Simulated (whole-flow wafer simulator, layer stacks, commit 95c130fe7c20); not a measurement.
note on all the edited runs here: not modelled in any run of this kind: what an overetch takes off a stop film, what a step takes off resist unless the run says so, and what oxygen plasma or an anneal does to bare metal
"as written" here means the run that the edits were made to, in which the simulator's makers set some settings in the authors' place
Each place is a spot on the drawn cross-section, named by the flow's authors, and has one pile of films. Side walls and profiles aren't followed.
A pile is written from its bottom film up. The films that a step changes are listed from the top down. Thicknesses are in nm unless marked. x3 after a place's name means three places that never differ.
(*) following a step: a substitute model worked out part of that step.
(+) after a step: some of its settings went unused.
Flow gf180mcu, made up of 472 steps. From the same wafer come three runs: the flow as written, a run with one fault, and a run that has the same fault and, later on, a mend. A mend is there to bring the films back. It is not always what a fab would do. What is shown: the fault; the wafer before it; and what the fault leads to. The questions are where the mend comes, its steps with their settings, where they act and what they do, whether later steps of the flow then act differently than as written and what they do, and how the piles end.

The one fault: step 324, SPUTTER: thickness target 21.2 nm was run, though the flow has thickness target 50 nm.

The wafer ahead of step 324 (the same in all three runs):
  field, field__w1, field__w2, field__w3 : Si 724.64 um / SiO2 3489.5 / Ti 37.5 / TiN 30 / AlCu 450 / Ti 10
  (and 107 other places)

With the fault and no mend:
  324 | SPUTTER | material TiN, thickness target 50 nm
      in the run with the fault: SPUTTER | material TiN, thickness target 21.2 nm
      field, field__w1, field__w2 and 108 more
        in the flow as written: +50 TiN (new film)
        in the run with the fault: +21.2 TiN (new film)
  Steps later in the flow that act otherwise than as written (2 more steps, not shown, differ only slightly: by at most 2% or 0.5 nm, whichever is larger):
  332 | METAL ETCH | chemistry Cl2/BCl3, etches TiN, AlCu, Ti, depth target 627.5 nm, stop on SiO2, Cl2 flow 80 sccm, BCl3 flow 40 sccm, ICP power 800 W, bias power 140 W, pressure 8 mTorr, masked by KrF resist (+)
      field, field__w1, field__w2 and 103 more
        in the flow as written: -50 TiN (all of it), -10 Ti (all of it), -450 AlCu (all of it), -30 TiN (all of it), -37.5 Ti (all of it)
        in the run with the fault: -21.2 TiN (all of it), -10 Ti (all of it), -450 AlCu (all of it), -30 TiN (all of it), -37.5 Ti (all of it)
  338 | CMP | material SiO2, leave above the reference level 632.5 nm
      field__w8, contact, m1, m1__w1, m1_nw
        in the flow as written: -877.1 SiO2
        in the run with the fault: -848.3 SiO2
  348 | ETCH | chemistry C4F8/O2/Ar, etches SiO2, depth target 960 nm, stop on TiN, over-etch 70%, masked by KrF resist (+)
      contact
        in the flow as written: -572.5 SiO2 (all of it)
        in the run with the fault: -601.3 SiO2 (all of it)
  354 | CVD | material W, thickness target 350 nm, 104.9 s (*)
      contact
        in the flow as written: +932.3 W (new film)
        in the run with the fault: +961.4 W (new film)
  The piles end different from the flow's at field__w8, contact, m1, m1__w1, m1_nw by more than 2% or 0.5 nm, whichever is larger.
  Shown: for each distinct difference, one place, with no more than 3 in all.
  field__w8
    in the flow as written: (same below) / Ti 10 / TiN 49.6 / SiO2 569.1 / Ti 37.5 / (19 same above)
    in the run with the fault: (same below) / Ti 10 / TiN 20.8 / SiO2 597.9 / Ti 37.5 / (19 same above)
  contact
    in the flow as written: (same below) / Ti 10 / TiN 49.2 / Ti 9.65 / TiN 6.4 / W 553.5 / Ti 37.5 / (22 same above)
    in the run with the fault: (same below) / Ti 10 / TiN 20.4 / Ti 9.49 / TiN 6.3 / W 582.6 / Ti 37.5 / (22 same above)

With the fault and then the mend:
  The mend follows step 324.
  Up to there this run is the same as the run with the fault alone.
  324a | SPUTTER | material TiN, thickness target 28.8 nm (a further turn of the flow's step 324, with different settings)
      field, field__w1, field__w2 and 108 more
        +28.8 TiN
  Later steps of the flow that are run all act as written at every place that is followed.
  The piles end the same as the flow's at every place that both follow.
